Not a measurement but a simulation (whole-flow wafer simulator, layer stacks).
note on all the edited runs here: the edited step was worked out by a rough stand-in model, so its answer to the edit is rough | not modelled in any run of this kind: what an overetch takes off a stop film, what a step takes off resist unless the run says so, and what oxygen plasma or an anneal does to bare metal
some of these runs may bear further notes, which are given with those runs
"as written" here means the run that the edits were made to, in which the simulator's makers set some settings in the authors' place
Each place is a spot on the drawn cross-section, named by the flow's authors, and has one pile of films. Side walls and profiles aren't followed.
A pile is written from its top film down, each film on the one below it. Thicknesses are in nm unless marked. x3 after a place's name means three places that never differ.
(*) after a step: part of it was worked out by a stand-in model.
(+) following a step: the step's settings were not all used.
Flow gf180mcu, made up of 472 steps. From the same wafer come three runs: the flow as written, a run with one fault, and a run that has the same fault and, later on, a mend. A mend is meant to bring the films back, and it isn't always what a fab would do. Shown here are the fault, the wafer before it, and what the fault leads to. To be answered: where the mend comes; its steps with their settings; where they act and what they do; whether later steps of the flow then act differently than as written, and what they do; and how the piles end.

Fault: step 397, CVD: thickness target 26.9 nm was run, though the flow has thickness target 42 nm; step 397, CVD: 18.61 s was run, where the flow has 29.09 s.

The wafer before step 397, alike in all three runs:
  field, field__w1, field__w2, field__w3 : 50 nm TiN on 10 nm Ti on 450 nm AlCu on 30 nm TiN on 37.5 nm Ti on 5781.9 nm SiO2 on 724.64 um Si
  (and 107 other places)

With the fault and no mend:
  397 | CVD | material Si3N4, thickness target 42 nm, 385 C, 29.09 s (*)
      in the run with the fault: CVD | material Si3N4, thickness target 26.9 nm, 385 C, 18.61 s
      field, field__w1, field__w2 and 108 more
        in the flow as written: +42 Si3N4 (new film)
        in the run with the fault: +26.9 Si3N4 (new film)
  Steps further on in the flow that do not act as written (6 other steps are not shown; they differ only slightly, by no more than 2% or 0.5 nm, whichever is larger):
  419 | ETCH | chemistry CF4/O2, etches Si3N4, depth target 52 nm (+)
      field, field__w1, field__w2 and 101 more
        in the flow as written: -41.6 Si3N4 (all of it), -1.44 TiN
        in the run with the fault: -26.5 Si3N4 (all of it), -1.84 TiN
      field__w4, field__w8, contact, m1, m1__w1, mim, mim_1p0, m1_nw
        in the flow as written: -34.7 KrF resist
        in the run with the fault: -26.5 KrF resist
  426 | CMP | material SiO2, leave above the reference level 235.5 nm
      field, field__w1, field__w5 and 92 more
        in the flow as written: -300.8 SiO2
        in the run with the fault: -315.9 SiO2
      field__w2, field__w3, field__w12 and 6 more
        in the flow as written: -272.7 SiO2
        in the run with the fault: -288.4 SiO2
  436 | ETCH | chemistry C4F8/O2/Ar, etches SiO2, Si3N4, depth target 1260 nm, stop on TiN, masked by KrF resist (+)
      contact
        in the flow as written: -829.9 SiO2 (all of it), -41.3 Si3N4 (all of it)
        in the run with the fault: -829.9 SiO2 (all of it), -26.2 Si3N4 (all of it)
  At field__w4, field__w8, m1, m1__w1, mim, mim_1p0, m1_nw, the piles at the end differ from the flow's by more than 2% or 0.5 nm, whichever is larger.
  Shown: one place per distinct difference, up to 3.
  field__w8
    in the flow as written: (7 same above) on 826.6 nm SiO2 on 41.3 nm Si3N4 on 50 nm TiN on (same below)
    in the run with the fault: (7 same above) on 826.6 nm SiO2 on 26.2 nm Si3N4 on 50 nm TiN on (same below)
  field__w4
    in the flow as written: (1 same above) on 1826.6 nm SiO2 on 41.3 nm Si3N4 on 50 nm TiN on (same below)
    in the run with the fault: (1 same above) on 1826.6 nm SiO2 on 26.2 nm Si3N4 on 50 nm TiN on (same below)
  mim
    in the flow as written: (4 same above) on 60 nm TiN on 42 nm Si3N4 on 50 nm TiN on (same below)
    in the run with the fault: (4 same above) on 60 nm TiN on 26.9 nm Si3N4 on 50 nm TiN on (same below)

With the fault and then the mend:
  The mend follows step 397.
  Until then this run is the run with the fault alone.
  397a | CVD | material Si3N4, thickness target 15.1 nm, 385 C, 10.46 s (a further turn of the flow's step 397, with different settings)
      field, field__w1, field__w2 and 108 more
        +15.1 Si3N4
  Every later step of the flow that is run acts as written, at every place that is followed, to within 2% or 0.5 nm, whichever is larger.
  At the end the piles are close to the flow's at the places that both follow, differing by at most 2% or 0.5 nm, whichever is larger.
